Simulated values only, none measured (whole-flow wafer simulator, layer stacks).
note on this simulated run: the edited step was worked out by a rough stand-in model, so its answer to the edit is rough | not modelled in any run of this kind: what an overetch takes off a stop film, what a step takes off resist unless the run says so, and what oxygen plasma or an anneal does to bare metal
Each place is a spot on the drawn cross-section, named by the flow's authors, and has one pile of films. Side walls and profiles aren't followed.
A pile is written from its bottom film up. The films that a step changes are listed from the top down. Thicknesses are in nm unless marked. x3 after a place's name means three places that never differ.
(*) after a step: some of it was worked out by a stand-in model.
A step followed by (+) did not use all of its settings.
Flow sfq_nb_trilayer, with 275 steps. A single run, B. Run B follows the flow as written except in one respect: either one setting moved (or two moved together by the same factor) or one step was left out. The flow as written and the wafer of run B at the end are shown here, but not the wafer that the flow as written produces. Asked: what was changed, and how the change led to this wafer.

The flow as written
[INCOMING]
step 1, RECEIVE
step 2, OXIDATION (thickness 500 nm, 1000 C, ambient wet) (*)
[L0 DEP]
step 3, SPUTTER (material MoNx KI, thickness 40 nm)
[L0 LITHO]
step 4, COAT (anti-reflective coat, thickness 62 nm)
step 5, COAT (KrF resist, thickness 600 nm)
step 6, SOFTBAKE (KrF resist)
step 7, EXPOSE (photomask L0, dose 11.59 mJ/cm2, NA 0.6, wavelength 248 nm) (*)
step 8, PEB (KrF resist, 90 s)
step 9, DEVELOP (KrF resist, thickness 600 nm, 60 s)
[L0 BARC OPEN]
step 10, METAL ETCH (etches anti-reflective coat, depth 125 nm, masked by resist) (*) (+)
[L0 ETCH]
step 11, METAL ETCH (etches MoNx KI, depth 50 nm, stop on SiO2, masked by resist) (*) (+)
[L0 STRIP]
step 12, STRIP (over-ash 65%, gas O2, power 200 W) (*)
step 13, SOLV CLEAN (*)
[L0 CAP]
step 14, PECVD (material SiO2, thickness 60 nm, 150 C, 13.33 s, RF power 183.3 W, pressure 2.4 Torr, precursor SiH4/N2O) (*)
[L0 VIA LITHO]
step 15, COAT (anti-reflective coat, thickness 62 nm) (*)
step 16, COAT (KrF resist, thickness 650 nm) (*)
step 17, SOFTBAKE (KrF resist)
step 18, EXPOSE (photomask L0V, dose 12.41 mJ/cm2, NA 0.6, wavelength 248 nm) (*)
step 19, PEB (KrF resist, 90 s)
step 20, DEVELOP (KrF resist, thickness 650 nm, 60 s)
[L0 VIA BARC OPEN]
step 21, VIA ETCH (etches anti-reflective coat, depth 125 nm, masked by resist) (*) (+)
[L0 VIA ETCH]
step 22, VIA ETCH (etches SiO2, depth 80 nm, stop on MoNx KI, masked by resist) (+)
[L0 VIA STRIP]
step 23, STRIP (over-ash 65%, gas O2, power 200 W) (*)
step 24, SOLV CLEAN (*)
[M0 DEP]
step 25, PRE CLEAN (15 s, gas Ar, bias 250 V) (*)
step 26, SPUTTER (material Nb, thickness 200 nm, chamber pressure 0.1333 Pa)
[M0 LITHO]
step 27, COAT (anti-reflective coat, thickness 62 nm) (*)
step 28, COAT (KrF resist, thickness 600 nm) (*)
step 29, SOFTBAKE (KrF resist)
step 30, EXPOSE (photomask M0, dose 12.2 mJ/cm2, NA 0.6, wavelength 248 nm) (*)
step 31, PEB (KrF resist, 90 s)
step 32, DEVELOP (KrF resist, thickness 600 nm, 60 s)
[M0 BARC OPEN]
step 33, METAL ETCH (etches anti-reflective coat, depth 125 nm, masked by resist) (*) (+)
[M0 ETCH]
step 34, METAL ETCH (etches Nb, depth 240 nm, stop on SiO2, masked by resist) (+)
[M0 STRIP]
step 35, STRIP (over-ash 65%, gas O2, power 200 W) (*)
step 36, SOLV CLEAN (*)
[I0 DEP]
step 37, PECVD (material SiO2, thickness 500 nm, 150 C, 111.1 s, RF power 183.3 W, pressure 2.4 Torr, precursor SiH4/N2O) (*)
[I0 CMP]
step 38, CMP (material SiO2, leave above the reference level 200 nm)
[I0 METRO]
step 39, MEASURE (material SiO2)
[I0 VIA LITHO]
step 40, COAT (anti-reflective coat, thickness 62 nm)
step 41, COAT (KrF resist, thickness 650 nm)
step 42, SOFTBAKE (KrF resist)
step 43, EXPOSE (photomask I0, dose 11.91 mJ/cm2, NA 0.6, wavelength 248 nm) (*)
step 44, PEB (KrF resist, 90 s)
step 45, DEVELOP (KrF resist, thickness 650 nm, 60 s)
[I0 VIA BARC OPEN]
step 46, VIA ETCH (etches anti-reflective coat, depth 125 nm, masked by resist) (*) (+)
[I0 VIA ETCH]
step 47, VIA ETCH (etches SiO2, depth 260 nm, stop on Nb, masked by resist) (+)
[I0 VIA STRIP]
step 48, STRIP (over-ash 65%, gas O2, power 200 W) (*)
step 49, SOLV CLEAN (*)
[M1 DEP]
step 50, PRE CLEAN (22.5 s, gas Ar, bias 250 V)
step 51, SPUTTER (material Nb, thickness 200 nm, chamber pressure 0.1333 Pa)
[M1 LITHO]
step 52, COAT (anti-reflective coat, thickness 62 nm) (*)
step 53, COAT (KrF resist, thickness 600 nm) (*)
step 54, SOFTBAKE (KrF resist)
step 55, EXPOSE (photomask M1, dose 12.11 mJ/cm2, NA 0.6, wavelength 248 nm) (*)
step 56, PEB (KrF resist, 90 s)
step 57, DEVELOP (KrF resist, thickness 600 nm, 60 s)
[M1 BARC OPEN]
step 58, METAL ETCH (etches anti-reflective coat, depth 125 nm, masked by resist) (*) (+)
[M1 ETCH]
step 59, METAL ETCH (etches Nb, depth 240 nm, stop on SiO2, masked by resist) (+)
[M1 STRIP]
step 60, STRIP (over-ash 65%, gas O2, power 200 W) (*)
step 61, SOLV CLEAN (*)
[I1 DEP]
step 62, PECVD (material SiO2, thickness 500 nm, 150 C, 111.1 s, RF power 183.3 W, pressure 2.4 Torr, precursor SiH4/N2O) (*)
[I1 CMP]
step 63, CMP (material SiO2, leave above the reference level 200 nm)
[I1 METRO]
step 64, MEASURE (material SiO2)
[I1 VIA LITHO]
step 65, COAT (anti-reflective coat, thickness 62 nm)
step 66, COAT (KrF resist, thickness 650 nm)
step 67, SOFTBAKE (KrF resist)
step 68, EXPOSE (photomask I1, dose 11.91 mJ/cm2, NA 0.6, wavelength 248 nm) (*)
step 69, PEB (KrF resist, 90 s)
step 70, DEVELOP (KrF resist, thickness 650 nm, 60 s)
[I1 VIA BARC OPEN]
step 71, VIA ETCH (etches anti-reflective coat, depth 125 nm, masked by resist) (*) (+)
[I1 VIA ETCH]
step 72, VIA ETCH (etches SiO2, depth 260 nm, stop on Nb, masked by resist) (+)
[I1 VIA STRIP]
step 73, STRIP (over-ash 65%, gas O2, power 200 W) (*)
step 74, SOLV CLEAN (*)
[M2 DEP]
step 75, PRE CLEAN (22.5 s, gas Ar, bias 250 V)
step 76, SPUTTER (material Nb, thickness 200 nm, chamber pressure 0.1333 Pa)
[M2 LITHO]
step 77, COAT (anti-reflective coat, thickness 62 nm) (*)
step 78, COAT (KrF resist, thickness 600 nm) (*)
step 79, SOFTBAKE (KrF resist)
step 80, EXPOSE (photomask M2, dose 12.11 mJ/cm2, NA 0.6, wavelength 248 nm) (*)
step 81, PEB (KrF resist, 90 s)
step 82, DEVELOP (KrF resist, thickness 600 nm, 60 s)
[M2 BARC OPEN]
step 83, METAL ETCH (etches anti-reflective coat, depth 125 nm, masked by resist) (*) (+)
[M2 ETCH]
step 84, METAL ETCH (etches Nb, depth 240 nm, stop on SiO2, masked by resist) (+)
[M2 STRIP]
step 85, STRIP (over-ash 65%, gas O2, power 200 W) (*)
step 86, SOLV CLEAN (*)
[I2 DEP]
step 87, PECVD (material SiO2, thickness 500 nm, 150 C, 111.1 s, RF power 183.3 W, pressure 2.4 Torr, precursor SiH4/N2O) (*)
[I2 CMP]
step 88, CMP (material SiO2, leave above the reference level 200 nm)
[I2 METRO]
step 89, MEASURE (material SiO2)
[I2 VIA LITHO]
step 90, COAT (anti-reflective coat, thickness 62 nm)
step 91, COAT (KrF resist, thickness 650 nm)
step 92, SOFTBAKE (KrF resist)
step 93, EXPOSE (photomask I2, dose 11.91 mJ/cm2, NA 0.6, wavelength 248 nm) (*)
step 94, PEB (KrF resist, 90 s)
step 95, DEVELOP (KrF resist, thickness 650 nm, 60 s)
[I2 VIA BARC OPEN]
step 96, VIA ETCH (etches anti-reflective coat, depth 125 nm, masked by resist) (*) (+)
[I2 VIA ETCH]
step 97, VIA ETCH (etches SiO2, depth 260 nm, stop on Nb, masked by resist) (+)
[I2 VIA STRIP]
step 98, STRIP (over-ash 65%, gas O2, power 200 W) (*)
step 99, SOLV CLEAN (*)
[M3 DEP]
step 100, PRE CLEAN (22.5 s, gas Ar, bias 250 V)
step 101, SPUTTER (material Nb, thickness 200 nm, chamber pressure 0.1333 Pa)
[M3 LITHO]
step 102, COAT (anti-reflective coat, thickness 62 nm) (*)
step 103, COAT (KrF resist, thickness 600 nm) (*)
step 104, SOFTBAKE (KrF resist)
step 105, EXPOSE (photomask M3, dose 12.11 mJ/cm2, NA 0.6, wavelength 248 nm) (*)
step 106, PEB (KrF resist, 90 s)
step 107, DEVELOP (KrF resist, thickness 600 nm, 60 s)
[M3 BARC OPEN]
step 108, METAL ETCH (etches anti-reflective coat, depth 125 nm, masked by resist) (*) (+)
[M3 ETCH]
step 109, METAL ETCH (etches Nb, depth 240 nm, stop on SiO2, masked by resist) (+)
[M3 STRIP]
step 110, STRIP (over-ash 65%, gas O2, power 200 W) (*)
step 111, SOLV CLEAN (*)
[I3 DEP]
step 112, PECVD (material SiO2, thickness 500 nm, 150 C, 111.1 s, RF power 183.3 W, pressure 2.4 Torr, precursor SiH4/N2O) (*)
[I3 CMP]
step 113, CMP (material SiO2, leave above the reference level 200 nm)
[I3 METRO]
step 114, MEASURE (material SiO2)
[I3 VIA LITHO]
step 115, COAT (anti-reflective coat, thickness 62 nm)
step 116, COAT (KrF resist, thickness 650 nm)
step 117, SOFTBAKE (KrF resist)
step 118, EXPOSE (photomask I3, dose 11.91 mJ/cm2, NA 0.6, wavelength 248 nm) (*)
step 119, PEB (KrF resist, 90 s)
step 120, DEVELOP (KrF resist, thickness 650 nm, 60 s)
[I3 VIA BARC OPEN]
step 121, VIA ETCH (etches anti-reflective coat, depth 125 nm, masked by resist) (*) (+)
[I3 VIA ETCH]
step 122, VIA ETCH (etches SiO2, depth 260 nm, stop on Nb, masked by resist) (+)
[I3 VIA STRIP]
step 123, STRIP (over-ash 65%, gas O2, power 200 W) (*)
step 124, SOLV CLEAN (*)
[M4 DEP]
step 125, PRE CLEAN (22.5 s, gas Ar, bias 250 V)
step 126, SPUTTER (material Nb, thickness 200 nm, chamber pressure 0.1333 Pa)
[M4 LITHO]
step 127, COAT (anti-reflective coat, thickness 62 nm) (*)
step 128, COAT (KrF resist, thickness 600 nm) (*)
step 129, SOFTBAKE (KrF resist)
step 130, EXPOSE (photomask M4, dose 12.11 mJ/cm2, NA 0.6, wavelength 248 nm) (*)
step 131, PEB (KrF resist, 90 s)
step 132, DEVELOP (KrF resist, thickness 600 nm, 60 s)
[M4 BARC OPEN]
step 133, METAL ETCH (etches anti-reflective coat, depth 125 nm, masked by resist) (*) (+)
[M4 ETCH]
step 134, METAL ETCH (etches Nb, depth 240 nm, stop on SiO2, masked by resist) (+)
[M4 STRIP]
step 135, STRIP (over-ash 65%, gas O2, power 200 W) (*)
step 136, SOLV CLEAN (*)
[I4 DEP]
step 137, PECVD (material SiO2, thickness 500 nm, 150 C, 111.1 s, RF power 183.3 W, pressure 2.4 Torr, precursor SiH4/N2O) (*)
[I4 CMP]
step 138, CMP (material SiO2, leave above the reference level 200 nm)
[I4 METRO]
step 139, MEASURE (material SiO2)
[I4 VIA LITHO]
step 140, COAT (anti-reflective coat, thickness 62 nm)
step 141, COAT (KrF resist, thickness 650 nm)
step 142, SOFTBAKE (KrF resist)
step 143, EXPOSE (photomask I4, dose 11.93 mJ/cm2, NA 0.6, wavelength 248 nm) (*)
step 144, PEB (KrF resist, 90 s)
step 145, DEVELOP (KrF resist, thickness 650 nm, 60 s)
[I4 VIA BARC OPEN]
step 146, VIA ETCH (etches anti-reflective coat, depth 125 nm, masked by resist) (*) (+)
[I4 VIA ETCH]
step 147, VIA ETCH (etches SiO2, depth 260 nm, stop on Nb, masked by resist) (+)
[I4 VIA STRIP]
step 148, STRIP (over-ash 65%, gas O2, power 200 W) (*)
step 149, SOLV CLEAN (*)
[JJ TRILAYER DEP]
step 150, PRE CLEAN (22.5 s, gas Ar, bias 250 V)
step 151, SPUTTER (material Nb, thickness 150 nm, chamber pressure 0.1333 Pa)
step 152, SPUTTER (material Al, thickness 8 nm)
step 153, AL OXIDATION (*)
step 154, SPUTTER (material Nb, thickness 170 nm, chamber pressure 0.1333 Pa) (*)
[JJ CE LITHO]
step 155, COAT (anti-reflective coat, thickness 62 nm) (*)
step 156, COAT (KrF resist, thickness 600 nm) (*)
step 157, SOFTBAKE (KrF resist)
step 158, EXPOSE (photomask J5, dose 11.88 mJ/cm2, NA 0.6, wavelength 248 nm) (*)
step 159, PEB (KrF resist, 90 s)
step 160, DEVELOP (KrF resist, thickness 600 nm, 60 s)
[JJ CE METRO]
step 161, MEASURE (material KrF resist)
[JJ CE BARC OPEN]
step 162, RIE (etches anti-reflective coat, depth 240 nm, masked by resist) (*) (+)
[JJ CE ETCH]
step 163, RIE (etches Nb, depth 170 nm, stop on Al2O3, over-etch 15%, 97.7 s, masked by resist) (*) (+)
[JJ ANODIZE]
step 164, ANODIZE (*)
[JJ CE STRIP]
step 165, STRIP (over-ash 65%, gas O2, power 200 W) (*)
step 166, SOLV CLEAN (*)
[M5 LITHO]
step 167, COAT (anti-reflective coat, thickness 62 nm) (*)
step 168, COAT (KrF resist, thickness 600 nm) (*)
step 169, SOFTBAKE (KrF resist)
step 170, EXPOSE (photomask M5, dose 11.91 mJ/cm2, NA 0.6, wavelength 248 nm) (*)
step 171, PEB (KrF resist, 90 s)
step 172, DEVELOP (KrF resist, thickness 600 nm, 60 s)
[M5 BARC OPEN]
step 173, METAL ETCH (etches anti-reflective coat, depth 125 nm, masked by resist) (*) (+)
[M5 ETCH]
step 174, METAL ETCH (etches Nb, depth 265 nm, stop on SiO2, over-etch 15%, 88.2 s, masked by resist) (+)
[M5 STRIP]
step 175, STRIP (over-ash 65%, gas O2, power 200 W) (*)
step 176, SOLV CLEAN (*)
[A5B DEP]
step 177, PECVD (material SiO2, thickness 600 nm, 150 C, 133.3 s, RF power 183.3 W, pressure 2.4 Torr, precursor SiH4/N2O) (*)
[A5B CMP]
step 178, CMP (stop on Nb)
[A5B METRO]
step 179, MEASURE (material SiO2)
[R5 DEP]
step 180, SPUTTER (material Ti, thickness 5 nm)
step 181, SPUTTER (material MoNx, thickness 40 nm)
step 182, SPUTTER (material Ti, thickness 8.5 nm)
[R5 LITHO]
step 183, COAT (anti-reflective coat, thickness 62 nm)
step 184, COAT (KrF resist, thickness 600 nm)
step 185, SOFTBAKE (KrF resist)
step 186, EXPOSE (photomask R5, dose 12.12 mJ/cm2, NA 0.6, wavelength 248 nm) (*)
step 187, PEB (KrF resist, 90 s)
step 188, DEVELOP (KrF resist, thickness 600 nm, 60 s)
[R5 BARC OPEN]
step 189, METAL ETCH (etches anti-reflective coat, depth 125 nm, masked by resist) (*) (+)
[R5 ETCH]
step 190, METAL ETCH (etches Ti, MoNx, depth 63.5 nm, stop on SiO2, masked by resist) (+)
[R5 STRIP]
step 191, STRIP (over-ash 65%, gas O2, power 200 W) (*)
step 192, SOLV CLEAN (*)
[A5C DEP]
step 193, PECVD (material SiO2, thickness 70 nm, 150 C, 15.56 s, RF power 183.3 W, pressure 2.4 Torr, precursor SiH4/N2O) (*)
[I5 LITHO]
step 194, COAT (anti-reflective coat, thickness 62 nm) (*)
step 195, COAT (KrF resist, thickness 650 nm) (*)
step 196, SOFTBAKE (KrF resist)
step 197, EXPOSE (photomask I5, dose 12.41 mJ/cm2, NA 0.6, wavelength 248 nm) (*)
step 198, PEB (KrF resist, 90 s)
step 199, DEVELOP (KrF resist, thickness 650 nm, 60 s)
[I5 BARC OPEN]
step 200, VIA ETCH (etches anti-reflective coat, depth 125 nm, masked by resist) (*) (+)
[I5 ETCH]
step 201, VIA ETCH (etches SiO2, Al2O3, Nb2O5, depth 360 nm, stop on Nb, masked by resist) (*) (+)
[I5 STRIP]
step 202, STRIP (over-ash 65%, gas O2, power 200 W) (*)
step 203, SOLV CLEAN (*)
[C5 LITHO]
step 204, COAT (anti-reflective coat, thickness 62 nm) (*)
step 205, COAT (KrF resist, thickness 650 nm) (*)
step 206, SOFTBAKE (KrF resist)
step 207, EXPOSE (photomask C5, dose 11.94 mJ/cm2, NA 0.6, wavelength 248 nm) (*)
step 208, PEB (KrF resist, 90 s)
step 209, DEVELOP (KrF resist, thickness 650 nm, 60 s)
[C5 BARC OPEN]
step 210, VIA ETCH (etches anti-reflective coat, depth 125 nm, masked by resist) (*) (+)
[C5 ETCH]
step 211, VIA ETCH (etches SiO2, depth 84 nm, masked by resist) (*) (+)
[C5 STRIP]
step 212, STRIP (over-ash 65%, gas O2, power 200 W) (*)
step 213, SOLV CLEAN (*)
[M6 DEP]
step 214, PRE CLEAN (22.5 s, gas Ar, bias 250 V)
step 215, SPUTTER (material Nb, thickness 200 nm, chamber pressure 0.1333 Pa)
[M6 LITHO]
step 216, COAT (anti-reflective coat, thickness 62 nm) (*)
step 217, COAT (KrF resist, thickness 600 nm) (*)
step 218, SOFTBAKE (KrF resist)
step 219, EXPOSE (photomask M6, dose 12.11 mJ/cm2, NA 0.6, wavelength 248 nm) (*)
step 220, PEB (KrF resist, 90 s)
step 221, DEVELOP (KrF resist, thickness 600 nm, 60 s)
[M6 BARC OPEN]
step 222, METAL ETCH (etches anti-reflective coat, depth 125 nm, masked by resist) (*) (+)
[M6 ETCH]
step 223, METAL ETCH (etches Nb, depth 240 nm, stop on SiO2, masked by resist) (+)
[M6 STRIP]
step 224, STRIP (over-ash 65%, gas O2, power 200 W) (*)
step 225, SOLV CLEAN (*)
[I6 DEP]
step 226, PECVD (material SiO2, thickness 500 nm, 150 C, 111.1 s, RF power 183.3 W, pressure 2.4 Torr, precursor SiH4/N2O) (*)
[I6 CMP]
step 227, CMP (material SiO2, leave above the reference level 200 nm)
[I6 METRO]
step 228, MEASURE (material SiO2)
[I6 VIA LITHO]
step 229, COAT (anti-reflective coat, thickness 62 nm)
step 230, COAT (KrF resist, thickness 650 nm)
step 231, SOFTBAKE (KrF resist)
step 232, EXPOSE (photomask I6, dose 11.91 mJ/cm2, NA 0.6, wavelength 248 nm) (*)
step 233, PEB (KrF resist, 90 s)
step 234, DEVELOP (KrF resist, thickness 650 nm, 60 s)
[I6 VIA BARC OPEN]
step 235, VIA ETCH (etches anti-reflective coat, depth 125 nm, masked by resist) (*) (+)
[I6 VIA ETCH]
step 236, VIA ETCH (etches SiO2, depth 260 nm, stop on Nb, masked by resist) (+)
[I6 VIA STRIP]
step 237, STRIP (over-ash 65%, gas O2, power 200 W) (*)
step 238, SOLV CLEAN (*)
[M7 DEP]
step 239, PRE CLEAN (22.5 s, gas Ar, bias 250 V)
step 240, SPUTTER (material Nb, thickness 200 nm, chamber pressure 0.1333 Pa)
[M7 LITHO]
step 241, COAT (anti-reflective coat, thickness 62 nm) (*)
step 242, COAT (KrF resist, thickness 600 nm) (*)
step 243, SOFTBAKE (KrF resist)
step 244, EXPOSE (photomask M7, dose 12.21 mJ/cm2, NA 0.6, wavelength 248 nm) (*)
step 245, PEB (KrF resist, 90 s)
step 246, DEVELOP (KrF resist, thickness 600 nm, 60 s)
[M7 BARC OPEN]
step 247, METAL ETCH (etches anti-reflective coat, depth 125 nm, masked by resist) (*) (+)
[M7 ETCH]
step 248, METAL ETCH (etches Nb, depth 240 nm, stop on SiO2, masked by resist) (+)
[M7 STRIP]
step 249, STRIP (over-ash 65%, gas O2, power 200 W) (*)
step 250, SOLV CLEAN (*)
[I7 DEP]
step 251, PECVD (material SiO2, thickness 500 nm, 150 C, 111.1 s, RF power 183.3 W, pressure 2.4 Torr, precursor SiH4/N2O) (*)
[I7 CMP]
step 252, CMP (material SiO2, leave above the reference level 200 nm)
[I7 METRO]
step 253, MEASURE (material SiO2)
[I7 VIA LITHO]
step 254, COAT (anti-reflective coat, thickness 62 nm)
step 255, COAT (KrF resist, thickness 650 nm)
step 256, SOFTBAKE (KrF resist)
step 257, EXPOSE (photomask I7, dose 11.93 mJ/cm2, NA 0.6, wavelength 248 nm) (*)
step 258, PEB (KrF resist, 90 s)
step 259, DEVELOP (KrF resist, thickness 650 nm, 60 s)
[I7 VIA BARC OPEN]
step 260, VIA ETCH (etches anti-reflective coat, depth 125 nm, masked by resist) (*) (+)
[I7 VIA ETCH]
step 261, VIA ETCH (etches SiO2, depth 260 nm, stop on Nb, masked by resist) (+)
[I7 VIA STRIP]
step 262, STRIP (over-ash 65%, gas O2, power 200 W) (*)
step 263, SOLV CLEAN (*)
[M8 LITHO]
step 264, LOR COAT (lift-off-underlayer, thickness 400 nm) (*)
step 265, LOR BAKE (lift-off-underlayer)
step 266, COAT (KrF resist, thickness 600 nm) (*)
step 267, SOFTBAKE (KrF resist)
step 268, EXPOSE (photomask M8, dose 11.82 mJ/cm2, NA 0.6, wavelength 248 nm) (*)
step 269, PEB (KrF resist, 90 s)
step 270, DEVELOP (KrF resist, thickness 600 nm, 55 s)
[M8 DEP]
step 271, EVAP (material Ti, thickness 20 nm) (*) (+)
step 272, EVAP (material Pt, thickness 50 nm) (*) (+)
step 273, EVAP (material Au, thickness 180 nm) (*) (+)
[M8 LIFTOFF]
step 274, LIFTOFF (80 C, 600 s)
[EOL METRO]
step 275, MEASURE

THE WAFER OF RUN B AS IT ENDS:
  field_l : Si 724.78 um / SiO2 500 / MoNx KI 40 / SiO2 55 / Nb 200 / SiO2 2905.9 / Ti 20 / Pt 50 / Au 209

What caused this: step 273, EVAP: thickness 209 nm was run, whereas the flow has thickness 180 nm.
One can read it off the wafer: field_l has Au 209, and step 273 as written asks for 180 nm.

Step by step, how the change led to this:
  step 273, EVAP (material Au, thickness 180 nm) (*) (+)
      field_l, v_sur, via_wl and 103 more: +209 Au (new film) (as written it would have been: +180 Au (new film))
  step 274, LIFTOFF (80 C, 600 s)
      p4_fl, p4_fm, p4_w1 and 71 more: -209 Au (all of it), -50 Pt (all of it), -20 Ti (all of it), -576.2 KrF resist (all of it), -400 lift-off-underlayer (all of it) (as written it would have been: -180 Au (all of it), -50 Pt (all of it), -20 Ti (all of it), -576.2 KrF resist (all of it), -400 lift-off-underlayer (all of it))
      c5j, ce_r: -209 Au (all of it), -50 Pt (all of it), -20 Ti (all of it), -573.3 KrF resist (all of it), -399.3 lift-off-underlayer (all of it) (as written it would have been: -180 Au (all of it), -50 Pt (all of it), -20 Ti (all of it), -573.3 KrF resist (all of it), -399.3 lift-off-underlayer (all of it))
      (and at 19 other places as well)
